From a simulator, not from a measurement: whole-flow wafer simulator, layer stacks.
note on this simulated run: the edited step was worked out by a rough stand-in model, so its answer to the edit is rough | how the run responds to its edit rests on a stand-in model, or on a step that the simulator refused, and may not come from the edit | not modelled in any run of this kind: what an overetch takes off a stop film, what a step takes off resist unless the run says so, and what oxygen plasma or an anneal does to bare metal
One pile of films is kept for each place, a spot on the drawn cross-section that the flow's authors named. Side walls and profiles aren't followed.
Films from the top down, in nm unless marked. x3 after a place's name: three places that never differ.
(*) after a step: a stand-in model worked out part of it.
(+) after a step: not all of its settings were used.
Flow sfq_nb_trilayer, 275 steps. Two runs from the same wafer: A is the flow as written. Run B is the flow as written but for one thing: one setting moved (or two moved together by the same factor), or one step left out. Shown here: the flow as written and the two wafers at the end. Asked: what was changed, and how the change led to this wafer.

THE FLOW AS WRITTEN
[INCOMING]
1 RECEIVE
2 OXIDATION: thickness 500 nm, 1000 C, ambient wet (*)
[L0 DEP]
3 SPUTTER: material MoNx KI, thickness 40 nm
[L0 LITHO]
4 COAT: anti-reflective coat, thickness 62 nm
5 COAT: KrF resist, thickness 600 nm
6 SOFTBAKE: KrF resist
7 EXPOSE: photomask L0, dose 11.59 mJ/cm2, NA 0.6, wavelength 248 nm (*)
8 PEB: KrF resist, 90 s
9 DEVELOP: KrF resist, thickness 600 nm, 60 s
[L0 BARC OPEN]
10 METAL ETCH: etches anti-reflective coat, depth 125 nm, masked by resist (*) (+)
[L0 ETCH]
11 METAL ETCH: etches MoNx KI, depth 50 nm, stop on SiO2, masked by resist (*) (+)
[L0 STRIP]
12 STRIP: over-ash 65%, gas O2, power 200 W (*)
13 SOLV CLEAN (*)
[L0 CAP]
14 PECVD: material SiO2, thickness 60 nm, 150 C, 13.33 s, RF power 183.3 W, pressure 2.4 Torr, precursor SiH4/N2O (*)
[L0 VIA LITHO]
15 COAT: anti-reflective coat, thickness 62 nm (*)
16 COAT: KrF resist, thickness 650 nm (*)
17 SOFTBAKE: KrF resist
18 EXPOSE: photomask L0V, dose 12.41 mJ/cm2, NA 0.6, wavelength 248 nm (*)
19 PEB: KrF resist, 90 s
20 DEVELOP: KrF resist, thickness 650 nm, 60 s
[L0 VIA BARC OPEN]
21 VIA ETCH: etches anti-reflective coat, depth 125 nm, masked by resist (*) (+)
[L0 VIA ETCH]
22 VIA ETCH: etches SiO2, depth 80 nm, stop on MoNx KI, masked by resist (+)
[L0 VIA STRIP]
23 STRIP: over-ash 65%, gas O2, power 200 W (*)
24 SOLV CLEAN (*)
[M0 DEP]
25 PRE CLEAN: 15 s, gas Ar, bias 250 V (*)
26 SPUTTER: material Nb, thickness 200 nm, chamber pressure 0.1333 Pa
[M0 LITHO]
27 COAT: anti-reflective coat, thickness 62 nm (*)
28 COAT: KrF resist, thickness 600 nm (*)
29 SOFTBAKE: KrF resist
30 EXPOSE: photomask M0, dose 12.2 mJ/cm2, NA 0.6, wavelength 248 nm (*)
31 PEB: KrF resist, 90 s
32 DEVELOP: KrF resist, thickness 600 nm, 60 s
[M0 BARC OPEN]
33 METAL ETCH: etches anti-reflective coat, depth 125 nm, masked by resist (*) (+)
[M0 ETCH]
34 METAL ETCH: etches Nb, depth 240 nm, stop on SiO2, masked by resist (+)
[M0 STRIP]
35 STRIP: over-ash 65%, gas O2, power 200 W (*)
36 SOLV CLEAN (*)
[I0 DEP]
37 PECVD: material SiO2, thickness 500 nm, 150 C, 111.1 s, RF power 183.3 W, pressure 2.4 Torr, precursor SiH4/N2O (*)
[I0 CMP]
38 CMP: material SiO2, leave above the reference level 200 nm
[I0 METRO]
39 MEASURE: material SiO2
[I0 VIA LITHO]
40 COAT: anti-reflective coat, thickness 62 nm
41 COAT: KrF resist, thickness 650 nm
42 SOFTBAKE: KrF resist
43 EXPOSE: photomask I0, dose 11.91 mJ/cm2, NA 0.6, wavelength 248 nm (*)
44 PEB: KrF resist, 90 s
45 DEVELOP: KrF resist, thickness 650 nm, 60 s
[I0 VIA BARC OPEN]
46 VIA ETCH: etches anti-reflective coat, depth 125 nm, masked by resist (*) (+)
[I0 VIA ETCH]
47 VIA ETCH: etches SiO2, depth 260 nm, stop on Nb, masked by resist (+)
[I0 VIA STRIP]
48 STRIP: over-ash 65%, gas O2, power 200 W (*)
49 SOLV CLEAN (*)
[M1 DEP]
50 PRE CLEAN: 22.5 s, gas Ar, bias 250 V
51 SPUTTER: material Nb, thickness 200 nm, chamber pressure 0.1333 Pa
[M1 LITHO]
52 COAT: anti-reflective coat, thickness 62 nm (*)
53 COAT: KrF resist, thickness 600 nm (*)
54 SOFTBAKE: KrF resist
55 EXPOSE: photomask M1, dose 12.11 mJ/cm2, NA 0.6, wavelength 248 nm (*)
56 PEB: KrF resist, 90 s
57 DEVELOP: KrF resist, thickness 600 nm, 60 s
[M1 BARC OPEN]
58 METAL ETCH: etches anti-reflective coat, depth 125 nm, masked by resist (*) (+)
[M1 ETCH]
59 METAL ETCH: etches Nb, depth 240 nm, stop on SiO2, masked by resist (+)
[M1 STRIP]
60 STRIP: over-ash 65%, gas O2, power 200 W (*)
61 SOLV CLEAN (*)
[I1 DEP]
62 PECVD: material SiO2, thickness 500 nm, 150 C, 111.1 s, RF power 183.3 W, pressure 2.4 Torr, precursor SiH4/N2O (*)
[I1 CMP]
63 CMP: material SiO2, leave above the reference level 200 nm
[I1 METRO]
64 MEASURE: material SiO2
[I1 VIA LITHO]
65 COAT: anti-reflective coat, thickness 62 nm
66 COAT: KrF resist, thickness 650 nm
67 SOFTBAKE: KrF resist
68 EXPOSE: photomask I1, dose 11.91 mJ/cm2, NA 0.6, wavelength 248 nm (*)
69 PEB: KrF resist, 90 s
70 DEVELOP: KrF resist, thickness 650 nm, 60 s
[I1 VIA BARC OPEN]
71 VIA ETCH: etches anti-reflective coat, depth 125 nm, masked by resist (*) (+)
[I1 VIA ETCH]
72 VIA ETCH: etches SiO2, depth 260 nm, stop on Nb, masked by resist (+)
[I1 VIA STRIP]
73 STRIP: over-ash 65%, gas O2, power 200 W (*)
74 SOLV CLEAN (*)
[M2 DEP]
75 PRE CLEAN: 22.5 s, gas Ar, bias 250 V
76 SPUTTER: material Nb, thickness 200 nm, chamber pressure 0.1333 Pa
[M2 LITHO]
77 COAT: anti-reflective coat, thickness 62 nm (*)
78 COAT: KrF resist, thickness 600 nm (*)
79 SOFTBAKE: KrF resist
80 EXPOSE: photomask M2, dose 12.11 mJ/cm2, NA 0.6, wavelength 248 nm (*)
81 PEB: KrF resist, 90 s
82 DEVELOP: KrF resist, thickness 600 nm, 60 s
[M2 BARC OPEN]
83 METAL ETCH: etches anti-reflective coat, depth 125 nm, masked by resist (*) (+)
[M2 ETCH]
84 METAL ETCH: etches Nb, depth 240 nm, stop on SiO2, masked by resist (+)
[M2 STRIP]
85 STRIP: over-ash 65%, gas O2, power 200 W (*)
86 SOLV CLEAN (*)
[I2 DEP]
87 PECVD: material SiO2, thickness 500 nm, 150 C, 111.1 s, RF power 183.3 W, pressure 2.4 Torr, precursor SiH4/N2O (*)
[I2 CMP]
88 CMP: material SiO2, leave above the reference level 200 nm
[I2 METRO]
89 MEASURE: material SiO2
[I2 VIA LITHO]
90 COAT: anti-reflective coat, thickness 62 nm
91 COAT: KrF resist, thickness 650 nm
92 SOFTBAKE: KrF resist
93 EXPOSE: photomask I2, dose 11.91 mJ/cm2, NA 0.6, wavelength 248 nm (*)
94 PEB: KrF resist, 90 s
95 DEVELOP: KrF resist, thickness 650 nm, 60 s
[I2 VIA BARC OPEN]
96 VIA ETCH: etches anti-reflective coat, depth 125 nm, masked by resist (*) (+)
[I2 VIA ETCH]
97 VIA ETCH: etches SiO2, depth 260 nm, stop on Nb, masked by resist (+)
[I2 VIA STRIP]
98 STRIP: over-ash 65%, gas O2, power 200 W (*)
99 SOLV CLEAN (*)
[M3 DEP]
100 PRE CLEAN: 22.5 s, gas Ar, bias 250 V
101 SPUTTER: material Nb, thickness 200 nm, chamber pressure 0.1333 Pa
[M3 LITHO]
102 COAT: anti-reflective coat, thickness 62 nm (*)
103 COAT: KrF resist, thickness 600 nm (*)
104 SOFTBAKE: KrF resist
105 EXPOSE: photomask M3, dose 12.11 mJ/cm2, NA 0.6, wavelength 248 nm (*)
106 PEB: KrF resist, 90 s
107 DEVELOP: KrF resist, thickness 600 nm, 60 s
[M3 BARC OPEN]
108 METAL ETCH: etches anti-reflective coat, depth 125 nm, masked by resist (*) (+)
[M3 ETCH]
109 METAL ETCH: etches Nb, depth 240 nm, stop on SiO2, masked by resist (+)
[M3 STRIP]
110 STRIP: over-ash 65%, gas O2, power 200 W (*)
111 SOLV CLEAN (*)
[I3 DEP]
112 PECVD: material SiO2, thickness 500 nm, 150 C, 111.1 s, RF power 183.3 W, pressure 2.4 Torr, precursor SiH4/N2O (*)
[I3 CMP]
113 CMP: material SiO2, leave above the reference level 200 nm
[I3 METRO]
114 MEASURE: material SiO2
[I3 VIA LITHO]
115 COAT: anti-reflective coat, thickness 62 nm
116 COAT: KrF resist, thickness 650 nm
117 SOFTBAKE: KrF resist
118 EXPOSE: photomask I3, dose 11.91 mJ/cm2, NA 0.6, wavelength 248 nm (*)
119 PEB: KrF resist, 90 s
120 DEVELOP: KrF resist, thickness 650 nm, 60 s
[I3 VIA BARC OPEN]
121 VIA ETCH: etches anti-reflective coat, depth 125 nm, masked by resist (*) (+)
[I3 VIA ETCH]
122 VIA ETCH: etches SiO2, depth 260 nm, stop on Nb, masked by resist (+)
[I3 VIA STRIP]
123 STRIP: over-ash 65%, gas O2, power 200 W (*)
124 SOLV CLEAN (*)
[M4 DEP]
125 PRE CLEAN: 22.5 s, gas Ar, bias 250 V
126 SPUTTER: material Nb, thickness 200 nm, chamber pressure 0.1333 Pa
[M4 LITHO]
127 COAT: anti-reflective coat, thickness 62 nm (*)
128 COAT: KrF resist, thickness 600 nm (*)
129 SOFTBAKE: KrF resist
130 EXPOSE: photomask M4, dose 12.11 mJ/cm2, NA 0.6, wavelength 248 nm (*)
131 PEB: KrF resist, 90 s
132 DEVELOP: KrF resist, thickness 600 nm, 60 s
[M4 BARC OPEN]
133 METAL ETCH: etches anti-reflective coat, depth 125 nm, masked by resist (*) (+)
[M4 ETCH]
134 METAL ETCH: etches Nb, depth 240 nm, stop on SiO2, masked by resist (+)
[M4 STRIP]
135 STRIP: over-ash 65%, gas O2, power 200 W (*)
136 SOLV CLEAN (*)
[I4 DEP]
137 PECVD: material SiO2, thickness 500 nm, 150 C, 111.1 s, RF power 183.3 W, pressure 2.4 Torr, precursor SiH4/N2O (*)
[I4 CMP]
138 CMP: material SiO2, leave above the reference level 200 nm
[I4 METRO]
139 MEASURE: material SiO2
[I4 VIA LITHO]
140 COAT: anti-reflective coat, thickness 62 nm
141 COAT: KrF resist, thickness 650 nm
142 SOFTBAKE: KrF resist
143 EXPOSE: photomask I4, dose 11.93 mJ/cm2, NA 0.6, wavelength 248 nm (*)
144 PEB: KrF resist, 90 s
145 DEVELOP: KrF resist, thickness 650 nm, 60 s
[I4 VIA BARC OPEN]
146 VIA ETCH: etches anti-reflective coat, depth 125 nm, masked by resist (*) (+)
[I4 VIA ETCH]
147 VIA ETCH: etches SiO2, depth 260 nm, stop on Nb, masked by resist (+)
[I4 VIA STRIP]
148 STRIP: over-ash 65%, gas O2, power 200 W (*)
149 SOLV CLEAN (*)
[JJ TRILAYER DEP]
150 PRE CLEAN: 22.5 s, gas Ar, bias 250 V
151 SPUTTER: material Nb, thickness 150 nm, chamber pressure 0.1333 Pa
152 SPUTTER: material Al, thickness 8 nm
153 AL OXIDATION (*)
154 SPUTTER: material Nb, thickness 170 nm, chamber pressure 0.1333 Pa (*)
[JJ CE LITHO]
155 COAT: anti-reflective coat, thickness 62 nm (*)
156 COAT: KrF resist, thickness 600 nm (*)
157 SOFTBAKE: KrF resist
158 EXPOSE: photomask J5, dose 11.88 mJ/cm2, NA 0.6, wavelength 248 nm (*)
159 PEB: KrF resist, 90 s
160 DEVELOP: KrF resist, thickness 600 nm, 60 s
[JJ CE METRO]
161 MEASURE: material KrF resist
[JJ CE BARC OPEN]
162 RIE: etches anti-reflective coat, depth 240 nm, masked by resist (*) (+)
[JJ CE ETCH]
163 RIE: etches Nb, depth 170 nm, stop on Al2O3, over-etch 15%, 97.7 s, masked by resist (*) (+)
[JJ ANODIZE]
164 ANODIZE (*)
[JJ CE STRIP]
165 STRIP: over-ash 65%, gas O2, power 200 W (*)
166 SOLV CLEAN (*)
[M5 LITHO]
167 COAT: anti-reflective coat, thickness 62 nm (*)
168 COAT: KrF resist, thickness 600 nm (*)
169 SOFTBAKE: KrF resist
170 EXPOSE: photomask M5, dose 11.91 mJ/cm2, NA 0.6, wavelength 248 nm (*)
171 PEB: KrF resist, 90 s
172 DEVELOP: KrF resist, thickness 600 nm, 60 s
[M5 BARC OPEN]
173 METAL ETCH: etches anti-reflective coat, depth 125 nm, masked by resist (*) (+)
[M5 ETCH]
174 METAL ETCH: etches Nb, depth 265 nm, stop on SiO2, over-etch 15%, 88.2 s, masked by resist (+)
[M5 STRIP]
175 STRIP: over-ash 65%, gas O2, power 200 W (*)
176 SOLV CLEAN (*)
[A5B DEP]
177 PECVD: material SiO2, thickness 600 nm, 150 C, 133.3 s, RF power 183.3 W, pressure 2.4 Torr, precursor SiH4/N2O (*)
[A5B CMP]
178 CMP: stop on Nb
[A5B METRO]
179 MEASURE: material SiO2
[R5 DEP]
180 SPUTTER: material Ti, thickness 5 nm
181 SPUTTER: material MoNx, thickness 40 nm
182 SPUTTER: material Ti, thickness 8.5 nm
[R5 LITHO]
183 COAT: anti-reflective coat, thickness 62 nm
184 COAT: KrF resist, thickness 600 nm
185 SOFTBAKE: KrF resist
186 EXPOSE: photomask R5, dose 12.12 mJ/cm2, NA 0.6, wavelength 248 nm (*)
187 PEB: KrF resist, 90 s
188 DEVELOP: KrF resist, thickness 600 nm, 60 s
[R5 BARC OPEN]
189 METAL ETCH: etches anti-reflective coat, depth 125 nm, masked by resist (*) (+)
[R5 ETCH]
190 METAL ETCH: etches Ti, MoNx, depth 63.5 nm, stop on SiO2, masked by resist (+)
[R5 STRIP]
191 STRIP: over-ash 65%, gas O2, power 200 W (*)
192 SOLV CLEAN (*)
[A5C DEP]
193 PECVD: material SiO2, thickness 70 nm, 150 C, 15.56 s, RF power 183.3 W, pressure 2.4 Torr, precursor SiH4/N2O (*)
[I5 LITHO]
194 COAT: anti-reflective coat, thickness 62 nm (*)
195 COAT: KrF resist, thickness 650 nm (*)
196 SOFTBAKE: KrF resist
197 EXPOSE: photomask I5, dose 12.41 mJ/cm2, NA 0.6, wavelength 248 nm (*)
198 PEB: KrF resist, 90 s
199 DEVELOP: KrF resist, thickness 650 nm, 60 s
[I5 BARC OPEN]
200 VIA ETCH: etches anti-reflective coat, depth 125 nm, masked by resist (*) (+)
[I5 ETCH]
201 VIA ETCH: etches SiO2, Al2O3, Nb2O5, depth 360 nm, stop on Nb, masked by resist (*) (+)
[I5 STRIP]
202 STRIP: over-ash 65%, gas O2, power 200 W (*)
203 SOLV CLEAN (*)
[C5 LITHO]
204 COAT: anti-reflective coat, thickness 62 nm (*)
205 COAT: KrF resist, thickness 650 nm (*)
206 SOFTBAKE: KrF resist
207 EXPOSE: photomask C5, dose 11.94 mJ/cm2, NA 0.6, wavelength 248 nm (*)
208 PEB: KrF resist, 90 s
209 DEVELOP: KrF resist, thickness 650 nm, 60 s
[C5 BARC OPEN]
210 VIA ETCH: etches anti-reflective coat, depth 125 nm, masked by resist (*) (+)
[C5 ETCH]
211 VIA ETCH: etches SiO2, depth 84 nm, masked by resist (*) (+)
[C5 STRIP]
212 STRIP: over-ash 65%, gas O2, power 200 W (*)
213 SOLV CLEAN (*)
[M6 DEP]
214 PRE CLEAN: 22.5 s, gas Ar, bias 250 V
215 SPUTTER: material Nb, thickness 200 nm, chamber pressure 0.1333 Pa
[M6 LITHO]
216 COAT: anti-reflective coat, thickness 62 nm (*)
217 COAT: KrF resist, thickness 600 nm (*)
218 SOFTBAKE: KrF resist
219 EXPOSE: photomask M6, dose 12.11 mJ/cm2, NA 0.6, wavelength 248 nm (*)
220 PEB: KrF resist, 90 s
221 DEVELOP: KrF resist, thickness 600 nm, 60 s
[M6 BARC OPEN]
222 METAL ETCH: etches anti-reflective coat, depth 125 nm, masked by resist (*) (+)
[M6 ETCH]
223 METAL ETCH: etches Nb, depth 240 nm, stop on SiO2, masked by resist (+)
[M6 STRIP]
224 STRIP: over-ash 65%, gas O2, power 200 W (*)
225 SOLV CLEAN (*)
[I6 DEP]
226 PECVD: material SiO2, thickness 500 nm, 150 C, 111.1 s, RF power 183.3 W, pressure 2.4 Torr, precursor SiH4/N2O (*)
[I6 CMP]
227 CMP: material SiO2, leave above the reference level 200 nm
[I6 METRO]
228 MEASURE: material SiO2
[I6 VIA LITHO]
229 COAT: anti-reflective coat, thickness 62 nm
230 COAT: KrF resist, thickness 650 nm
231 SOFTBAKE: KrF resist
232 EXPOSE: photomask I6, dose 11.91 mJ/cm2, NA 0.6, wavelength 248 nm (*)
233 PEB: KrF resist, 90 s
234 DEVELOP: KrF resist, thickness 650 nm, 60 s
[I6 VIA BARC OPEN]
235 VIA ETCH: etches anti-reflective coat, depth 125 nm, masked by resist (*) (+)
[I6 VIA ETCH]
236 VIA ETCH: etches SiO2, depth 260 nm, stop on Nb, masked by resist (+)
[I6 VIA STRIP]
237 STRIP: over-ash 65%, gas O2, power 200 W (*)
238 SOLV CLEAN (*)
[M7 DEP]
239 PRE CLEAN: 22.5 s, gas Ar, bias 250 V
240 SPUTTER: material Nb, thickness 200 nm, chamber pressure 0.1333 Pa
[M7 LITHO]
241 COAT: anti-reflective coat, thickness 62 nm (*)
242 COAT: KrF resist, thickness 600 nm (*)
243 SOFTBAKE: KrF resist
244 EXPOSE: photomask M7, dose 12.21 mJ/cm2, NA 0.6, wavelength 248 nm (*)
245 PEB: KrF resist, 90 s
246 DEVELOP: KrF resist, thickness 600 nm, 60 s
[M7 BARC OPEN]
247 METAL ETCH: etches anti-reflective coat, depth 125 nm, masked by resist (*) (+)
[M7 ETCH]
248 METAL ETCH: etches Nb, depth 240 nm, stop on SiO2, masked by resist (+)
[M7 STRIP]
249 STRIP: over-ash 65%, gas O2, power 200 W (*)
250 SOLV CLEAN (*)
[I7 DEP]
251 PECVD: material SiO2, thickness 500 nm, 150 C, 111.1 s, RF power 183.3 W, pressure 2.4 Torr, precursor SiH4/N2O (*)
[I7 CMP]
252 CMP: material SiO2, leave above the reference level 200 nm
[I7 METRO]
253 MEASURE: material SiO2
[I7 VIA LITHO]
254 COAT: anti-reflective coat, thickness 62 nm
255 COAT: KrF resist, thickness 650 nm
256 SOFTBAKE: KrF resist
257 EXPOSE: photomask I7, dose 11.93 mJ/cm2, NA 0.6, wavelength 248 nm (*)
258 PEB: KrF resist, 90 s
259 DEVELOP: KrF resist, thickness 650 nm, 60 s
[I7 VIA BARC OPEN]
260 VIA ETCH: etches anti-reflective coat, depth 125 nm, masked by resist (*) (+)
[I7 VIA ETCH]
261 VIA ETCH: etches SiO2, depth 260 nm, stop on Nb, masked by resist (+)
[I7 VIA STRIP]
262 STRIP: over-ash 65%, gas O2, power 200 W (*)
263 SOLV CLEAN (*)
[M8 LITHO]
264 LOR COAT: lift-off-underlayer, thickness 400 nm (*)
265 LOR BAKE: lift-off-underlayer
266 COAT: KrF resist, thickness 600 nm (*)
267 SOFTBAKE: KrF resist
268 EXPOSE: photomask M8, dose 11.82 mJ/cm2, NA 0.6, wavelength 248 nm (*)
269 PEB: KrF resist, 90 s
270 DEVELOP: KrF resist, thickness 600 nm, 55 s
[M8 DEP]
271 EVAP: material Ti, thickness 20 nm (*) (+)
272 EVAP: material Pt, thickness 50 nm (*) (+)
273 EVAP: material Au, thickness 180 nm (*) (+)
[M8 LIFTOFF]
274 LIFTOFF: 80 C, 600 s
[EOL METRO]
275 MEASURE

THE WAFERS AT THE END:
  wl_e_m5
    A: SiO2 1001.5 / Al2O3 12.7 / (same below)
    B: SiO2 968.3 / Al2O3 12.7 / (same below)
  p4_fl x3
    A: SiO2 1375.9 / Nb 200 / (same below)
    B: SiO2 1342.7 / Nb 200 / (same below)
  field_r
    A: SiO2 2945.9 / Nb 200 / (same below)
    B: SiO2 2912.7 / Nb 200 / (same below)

The cause: step 193, PECVD: thickness 36.8 nm was run, where the flow has thickness 70 nm; step 193, PECVD: 8.167 s was run, where the flow has 15.56 s.

How the change led to this, step by step:
  193 PECVD: material SiO2, thickness 70 nm, 150 C, 15.56 s, RF power 183.3 W, pressure 2.4 Torr, precursor SiH4/N2O (*)
      field_l, v_sur, via_wl and 92 more: A SiO2 +70 | B SiO2 +36.8
      ce_l, c5j, ce_r and 8 more: A SiO2 +70 (new film) | B SiO2 +36.8 (new film)
  201 VIA ETCH: etches SiO2, Al2O3, Nb2O5, depth 360 nm, stop on Nb, masked by resist (*) (+)
      be: A SiO2 -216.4 (all of it), Al2O3 -12.7 (all of it), Nb2O5 -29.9 (all of it) | B SiO2 -183.2 (all of it), Al2O3 -12.7 (all of it), Nb2O5 -29.9 (all of it)
  204 COAT: anti-reflective coat, thickness 62 nm (*)
      wire: A anti-reflective coat +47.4 (new film) | B anti-reflective coat +48.4 (new film)
      be: A anti-reflective coat +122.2 (new film) | B anti-reflective coat +117.2 (new film)
      (and at 1 more place)
  205 COAT: KrF resist, thickness 650 nm (*)
      be: A KrF resist +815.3 (new film) | B KrF resist +791.6 (new film)
  211 VIA ETCH: etches SiO2, depth 84 nm, masked by resist (*) (+)
      field_l, v_sur, via_wl and 101 more: A KrF resist -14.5 | B KrF resist -9.48
      c5j: A SiO2 -69.9 (all of it), Nb -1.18 | B SiO2 -36.7 (all of it), Nb -1.52
      (and at 1 more place)
  212 STRIP: over-ash 65%, gas O2, power 200 W (*)
      wire: A KrF resist -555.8 (all of it), anti-reflective coat -47.4 (all of it) | B KrF resist -562.6 (all of it), anti-reflective coat -48.4 (all of it)
      be: A KrF resist -728.2 (all of it), anti-reflective coat -122.2 (all of it) | B KrF resist -709.4 (all of it), anti-reflective coat -117.2 (all of it)
      (and at 1 more place)
  215 SPUTTER: material Nb, thickness 200 nm, chamber pressure 0.1333 Pa
      be: A Nb +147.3 | B Nb +155
      c5j: A Nb +188.4 | B Nb +196.8
      (and at 1 more place)
  216 COAT: anti-reflective coat, thickness 62 nm (*)
      wire: A anti-reflective coat +48.3 (new film) | B anti-reflective coat +49.4 (new film)
      be: A anti-reflective coat +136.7 (new film) | B anti-reflective coat +130.7 (new film)
      (and at 9 more places)
  217 COAT: KrF resist, thickness 600 nm (*)
      be: A KrF resist +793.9 (new film) | B KrF resist +765.5 (new film)
      c5j: A KrF resist +636 (new film) | B KrF resist +622.3 (new film)
      (and at 1 more place)
  224 STRIP: over-ash 65%, gas O2, power 200 W (*)
      wire: A KrF resist -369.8 (all of it), anti-reflective coat -48.3 (all of it) | B KrF resist -372.6 (all of it), anti-reflective coat -49.4 (all of it)
      be: A KrF resist -575.8 (all of it), anti-reflective coat -136.7 (all of it) | B KrF resist -547.4 (all of it), anti-reflective coat -130.7 (all of it)
      (and at 9 more places)
  226 PECVD: material SiO2, thickness 500 nm, 150 C, 111.1 s, RF power 183.3 W, pressure 2.4 Torr, precursor SiH4/N2O (*)
      be: A SiO2 +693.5 (new film) | B SiO2 +652.7 (new film)
      c5j: A SiO2 +514.7 (new film) | B SiO2 +500 (new film)
  227 CMP: material SiO2, leave above the reference level 200 nm
      c5j: A SiO2 -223 | B SiO2 -249.5
      res: A SiO2 -279.4 | B SiO2 -319.7
